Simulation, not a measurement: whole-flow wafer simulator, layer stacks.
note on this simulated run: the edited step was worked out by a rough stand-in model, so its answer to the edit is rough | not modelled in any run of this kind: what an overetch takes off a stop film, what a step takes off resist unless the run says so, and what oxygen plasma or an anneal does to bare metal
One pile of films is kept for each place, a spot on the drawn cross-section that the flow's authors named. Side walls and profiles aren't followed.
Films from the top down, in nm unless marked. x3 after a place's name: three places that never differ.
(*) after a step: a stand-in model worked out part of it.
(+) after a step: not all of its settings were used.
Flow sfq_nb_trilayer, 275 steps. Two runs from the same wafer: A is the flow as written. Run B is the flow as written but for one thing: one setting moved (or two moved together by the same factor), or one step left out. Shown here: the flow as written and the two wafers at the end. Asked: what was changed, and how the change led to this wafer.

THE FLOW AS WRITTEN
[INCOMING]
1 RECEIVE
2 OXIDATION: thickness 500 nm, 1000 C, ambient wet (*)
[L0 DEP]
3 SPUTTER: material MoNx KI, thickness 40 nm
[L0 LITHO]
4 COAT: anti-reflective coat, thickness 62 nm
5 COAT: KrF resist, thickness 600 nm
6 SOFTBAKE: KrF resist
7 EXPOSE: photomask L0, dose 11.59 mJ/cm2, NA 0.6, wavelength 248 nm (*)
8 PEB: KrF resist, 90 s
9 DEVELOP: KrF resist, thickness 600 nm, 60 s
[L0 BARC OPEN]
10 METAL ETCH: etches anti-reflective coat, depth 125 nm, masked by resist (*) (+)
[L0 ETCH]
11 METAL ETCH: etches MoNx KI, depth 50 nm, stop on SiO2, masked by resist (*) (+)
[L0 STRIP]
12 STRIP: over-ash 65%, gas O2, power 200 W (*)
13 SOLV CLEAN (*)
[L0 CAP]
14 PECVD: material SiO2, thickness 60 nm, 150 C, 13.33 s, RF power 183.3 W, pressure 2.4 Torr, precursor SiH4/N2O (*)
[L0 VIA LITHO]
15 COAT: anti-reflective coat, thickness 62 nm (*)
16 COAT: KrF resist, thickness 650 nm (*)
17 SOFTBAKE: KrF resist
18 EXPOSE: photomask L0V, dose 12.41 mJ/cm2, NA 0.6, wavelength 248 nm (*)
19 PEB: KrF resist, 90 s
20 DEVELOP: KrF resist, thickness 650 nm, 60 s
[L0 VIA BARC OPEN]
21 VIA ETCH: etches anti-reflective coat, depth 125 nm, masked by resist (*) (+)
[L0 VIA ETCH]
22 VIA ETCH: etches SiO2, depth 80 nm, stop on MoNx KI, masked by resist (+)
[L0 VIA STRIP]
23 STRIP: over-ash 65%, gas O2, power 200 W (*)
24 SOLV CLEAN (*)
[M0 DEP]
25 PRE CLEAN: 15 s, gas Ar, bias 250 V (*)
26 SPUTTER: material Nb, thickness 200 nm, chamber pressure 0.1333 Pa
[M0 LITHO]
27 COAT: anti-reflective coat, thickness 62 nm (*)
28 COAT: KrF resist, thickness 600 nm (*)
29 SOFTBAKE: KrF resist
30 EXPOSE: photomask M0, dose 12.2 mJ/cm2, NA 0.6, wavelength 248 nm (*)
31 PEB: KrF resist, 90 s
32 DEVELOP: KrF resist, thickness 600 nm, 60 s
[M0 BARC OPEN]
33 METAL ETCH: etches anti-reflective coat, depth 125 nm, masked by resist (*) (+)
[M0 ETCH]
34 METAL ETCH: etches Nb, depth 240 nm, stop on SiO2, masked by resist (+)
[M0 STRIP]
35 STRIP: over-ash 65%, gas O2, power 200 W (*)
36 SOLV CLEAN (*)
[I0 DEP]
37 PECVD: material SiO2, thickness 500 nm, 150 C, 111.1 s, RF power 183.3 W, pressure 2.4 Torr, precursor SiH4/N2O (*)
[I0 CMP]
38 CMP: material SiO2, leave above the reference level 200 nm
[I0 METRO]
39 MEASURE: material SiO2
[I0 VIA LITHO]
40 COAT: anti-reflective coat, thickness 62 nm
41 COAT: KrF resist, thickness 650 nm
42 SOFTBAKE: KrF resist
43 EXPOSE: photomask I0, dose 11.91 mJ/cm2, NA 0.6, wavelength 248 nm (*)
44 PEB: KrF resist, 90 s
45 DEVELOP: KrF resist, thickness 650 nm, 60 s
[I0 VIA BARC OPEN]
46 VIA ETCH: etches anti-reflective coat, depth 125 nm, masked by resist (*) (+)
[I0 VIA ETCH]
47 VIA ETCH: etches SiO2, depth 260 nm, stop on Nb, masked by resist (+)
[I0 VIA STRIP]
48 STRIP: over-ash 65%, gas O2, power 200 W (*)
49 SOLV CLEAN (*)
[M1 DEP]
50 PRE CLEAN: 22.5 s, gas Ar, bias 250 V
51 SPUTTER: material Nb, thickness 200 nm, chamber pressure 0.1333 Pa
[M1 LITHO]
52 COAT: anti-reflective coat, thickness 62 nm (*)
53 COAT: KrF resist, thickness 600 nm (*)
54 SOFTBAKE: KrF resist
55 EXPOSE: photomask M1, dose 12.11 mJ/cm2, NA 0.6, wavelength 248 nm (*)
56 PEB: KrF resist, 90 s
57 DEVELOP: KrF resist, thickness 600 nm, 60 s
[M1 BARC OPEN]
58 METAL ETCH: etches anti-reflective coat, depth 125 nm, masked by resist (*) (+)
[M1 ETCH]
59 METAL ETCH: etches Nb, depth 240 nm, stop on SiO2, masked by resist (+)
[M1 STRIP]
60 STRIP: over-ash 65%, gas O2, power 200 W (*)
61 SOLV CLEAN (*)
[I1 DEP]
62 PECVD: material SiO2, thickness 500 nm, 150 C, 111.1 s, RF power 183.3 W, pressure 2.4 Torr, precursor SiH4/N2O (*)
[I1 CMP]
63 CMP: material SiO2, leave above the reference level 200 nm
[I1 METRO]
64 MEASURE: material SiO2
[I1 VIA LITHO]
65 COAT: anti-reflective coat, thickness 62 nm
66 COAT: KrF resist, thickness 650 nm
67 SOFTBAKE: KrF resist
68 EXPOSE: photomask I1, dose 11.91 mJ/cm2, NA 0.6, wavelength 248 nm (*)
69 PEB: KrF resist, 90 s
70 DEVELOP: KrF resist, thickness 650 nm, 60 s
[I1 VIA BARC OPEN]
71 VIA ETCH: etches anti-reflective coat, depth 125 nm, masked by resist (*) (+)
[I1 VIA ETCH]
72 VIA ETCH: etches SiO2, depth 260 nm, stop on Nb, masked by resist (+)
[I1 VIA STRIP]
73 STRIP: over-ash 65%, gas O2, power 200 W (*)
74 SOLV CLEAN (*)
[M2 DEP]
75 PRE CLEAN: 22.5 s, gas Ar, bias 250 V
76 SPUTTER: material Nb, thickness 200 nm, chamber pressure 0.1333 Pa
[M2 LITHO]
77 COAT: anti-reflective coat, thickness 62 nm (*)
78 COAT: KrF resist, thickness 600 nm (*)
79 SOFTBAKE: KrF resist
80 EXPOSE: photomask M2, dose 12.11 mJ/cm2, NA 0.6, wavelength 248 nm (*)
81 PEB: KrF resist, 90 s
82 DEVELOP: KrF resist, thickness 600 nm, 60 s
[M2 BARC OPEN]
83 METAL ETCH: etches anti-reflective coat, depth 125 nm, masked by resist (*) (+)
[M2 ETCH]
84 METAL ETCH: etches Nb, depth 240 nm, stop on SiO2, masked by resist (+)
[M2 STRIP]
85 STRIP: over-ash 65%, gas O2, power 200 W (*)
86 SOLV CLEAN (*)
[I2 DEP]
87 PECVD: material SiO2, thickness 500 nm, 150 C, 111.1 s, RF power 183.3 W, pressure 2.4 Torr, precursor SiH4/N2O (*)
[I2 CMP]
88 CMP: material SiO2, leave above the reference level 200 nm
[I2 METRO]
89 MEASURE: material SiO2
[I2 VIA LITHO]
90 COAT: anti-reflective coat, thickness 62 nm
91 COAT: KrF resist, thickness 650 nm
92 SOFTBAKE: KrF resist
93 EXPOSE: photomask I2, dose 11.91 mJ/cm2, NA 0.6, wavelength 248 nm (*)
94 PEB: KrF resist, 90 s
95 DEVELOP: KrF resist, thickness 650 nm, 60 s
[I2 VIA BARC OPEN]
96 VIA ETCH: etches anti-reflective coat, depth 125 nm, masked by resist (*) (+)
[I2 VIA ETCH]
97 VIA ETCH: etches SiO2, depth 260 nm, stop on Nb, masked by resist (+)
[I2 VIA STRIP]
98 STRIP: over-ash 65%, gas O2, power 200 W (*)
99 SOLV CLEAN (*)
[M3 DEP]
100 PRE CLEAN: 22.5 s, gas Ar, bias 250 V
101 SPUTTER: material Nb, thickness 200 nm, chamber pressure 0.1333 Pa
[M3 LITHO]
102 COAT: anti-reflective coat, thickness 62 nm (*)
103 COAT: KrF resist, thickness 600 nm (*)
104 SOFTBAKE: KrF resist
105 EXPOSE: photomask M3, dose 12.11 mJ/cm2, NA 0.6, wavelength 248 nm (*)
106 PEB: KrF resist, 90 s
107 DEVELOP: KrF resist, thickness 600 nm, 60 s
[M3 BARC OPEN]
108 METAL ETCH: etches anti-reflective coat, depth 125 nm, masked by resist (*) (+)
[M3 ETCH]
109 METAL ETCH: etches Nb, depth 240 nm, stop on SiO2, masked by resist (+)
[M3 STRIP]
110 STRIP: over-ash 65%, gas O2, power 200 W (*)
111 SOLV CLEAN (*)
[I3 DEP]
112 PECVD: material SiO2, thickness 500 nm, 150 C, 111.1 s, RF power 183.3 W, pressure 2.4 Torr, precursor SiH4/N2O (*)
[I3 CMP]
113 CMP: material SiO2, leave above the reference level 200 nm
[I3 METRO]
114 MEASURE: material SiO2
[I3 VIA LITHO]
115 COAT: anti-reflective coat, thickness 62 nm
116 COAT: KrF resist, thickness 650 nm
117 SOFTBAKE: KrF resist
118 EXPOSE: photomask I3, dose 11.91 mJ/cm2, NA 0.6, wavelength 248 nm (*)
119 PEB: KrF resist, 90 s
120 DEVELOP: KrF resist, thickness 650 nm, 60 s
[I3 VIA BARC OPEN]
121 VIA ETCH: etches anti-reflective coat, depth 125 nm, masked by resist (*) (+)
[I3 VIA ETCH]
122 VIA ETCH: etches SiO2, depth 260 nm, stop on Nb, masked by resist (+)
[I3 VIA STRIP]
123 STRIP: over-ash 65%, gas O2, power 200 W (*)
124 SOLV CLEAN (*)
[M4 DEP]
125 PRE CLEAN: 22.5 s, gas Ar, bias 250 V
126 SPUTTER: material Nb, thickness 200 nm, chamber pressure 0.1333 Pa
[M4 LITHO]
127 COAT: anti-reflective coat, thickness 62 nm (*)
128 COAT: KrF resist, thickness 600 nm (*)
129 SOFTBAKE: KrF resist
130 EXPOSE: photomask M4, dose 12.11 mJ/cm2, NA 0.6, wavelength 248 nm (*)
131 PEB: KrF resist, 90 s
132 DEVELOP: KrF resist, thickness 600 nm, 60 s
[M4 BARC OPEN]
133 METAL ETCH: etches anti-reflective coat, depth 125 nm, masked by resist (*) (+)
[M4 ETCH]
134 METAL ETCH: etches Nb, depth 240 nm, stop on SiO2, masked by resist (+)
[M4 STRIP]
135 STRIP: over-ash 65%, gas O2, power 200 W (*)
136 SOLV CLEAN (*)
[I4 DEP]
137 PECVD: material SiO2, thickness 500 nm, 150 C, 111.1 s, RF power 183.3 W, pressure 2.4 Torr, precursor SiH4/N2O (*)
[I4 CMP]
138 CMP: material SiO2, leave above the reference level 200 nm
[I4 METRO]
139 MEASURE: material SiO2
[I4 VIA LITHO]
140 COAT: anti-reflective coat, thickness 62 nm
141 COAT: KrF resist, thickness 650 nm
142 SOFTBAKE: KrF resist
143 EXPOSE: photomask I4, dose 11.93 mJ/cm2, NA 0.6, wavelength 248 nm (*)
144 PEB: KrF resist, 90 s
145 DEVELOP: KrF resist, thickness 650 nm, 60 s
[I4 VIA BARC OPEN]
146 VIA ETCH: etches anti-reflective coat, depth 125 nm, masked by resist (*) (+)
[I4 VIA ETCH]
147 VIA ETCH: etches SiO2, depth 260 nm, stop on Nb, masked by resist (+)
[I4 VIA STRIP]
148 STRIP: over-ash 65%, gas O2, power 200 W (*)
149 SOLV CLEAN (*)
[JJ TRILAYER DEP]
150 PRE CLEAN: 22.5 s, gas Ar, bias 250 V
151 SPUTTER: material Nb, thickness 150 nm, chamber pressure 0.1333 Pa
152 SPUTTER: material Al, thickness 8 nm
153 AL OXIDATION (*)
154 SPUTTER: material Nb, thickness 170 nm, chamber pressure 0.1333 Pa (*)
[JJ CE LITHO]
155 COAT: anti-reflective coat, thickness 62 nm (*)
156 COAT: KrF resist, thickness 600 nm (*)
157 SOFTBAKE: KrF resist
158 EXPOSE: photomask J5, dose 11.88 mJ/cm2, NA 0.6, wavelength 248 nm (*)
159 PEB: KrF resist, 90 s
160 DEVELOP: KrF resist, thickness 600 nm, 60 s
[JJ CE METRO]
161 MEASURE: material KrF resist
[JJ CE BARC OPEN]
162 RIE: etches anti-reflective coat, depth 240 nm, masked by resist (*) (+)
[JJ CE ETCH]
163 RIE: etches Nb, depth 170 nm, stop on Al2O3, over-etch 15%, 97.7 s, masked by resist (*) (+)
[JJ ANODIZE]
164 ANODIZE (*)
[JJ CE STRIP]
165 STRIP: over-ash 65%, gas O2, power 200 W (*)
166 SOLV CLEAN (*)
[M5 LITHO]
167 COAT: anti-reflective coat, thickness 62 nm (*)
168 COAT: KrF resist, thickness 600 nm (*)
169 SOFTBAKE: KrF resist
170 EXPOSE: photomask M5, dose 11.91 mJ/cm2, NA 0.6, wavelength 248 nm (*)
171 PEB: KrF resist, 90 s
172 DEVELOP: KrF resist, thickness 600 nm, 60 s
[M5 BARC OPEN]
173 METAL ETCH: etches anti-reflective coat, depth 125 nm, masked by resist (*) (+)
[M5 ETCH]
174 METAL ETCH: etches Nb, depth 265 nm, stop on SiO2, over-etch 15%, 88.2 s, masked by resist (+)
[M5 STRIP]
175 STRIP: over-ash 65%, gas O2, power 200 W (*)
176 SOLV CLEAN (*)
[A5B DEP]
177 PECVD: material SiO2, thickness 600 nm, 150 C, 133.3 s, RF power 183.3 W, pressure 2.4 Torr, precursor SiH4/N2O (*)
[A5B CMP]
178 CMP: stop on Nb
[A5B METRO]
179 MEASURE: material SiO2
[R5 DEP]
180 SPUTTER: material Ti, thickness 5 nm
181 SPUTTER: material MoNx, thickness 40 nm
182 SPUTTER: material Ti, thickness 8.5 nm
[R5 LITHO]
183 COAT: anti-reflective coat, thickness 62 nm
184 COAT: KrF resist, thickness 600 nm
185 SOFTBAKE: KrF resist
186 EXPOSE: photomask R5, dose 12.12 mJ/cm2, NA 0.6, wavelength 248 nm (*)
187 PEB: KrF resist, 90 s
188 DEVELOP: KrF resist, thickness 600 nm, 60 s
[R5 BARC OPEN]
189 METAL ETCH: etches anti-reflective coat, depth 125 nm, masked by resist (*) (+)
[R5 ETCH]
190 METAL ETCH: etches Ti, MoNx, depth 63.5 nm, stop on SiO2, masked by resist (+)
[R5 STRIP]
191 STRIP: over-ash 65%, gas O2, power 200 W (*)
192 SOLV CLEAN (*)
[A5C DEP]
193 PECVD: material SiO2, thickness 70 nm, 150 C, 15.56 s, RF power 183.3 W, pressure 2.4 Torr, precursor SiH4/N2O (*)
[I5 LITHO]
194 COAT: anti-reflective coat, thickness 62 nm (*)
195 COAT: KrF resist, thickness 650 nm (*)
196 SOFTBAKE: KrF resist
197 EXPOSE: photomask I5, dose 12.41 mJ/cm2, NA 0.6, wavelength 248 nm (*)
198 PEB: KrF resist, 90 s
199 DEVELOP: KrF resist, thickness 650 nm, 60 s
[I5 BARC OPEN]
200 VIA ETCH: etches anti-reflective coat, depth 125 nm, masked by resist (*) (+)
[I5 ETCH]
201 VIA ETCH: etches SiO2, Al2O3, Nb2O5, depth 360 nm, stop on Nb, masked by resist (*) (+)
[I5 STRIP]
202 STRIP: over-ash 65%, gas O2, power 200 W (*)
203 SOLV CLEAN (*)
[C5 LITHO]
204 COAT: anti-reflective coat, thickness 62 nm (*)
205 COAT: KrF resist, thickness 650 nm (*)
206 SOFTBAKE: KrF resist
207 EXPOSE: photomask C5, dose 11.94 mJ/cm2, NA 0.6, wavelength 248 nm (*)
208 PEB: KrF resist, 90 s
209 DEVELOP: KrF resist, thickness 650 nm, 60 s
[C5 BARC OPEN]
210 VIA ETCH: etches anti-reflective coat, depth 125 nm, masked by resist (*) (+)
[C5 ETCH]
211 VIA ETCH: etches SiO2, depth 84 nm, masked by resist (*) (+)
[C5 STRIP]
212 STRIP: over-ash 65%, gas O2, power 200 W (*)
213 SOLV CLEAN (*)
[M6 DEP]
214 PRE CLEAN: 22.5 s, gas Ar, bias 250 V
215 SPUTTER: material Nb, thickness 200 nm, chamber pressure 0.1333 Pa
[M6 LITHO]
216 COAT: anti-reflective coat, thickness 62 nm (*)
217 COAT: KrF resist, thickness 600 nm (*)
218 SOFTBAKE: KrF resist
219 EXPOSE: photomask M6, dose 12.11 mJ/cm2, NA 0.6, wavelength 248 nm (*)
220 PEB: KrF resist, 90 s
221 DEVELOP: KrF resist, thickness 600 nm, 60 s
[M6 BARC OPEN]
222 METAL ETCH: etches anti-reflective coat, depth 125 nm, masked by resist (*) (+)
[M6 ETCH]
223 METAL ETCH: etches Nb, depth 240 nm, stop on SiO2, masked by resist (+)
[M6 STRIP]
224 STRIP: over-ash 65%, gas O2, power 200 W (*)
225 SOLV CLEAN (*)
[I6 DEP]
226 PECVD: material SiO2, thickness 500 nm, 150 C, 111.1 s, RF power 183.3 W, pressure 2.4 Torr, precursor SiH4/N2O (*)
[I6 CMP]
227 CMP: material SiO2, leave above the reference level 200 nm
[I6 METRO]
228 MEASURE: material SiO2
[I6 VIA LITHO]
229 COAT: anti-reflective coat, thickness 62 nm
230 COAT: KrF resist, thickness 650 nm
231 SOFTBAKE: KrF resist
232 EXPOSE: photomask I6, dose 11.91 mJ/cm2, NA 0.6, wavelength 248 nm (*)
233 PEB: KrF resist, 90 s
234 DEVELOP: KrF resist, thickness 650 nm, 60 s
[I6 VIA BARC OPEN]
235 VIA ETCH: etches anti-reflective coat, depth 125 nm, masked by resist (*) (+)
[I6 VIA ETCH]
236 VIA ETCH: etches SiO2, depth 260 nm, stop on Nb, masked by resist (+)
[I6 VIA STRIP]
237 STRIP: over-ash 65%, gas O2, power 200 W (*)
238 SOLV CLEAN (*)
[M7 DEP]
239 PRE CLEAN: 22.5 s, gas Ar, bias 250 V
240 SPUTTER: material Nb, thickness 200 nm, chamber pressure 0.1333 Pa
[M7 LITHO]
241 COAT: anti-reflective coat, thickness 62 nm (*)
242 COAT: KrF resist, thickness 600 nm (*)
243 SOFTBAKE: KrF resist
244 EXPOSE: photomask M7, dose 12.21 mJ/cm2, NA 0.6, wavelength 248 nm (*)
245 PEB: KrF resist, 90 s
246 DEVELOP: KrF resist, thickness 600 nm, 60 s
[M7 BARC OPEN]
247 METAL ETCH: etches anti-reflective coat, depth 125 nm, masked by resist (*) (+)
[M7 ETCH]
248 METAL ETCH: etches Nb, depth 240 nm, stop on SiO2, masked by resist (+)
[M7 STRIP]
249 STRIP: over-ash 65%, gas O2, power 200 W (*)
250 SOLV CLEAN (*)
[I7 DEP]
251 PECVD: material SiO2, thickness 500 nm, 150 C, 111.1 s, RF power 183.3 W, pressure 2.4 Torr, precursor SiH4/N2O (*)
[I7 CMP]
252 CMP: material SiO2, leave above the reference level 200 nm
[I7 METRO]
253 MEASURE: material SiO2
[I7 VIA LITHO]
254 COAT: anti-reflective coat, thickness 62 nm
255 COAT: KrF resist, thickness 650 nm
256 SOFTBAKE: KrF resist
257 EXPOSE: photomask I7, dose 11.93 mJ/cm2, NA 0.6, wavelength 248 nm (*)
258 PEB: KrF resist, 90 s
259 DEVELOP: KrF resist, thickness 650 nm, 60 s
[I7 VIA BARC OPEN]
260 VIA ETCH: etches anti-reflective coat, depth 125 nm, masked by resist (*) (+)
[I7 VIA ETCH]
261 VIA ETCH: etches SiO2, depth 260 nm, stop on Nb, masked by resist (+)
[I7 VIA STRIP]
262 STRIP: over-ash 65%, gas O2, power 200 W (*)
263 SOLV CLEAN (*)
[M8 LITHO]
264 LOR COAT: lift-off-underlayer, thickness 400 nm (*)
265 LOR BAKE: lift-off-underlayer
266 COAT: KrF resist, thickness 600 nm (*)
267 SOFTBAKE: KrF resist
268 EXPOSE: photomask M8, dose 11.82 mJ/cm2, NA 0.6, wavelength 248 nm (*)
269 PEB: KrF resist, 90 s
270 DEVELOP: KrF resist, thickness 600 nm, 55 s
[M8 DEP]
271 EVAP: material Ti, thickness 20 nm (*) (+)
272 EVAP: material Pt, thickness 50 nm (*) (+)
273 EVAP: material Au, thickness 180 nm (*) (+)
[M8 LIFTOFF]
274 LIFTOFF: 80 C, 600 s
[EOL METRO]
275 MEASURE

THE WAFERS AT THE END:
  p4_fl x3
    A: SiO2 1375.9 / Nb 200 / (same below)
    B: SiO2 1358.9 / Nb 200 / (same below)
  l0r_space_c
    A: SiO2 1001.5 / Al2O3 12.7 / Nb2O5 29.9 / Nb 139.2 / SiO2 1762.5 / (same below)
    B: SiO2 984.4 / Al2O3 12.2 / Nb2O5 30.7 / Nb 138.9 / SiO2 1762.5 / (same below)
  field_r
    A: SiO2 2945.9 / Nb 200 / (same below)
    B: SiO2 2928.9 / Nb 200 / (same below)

The cause: step 154, SPUTTER: thickness 153 nm was run, where the flow has thickness 170 nm.

How the change led to this, step by step:
  154 SPUTTER: material Nb, thickness 170 nm, chamber pressure 0.1333 Pa (*)
      field_l, v_sur, via_sp and 100 more: A Nb +170 (new film) | B Nb +153 (new film)
      via_wl, via_wr: A Nb +140.7 (new film) | B Nb +126.6 (new film)
      (and at 1 more place)
  155 COAT: anti-reflective coat, thickness 62 nm (*)
      via_wl, via_wr: A anti-reflective coat +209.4 (new film) | B anti-reflective coat +204.9 (new film)
  162 RIE: etches anti-reflective coat, depth 240 nm, masked by resist (*) (+)
      ce_l, c5j, ce_r, wl_jj: A KrF resist -209.4 | B KrF resist -204.9
      via_wl, via_wr: A anti-reflective coat -209.4 (all of it) | B anti-reflective coat -204.9 (all of it)
  163 RIE: etches Nb, depth 170 nm, stop on Al2O3, over-etch 15%, 97.7 s, masked by resist (*) (+)
      field_l, v_sur, via_sp and 96 more: A Nb -170 (all of it), Al2O3 -0.51 | B Nb -153 (all of it), Al2O3 -0.96 (all of it)
      via_wl, via_wr: A Nb -140.7 (all of it), Al2O3 -0.96 (all of it) | B Nb -126.6 (all of it), Al2O3 -0.96 (all of it)
      (and at 1 more place)
  164 ANODIZE (*)
      field_l, v_sur, via_sp and 96 more: A Al2O3 +12.2, Nb2O5 +29.9 (new film), Al -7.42 (all of it), Nb -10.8 | B Al2O3 +12.2 (new film), Nb2O5 +30.7 (new film), Al -7.42 (all of it), Nb -11.1
  167 COAT: anti-reflective coat, thickness 62 nm (*)
      wl_j_sl, wl_j_sr: A anti-reflective coat +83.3 (new film) | B anti-reflective coat +81 (new film)
      jj_sur: A anti-reflective coat +82.6 (new film) | B anti-reflective coat +80.4 (new film)
      (and at 5 more places)
  168 COAT: KrF resist, thickness 600 nm (*)
      ce_l: A KrF resist +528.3 (new film) | B KrF resist +539.4 (new film)
      c5j: A KrF resist +507.6 (new film) | B KrF resist +518.3 (new film)
      (and at 1 more place)
  174 METAL ETCH: etches Nb, depth 265 nm, stop on SiO2, over-etch 15%, 88.2 s, masked by resist (+)
      field_l, r_sur, res and 50 more: A Al2O3 -12.6 (all of it), Nb2O5 -29.9 (all of it), Nb -139.2 (all of it), SiO2 -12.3 | B Al2O3 -12.2 (all of it), Nb2O5 -30.7 (all of it), Nb -138.9 (all of it), SiO2 -12.3
  175 STRIP: over-ash 65%, gas O2, power 200 W (*)
      wl_j_sl, wl_j_sr: A KrF resist -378 (all of it), anti-reflective coat -83.3 (all of it) | B KrF resist -376.6 (all of it), anti-reflective coat -81 (all of it)
      jj_sur: A KrF resist -374.7 (all of it), anti-reflective coat -82.6 (all of it) | B KrF resist -373.5 (all of it), anti-reflective coat -80.4 (all of it)
      (and at 5 more places)
  178 CMP: stop on Nb
      v_sur, via_sp, via_v and 43 more: A SiO2 -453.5 | B SiO2 -470.6
      field_l, p4_fl x3, p4_w1 x9 and 29 more: A SiO2 -259.3 | B SiO2 -276.3
      (and at 14 more places)
  201 VIA ETCH: etches SiO2, Al2O3, Nb2O5, depth 360 nm, stop on Nb, masked by resist (*) (+)
      be: A SiO2 -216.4 (all of it), Al2O3 -12.7 (all of it), Nb2O5 -29.9 (all of it) | B SiO2 -199.3 (all of it), Al2O3 -12.2 (all of it), Nb2O5 -30.7 (all of it)
  204 COAT: anti-reflective coat, thickness 62 nm (*)
      be: A anti-reflective coat +122.2 (new film) | B anti-reflective coat +119.7 (new film)
  212 STRIP: over-ash 65%, gas O2, power 200 W (*)
      be: A KrF resist -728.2 (all of it), anti-reflective coat -122.2 (all of it) | B KrF resist -716.2 (all of it), anti-reflective coat -119.7 (all of it)
  215 SPUTTER: material Nb, thickness 200 nm, chamber pressure 0.1333 Pa
      be: A Nb +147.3 | B Nb +151.2
  216 COAT: anti-reflective coat, thickness 62 nm (*)
      be: A anti-reflective coat +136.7 (new film) | B anti-reflective coat +133.5 (new film)
  224 STRIP: over-ash 65%, gas O2, power 200 W (*)
      be: A KrF resist -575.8 (all of it), anti-reflective coat -136.7 (all of it) | B KrF resist -561.4 (all of it), anti-reflective coat -133.5 (all of it)
  226 PECVD: material SiO2, thickness 500 nm, 150 C, 111.1 s, RF power 183.3 W, pressure 2.4 Torr, precursor SiH4/N2O (*)
      be: A SiO2 +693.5 (new film) | B SiO2 +673 (new film)
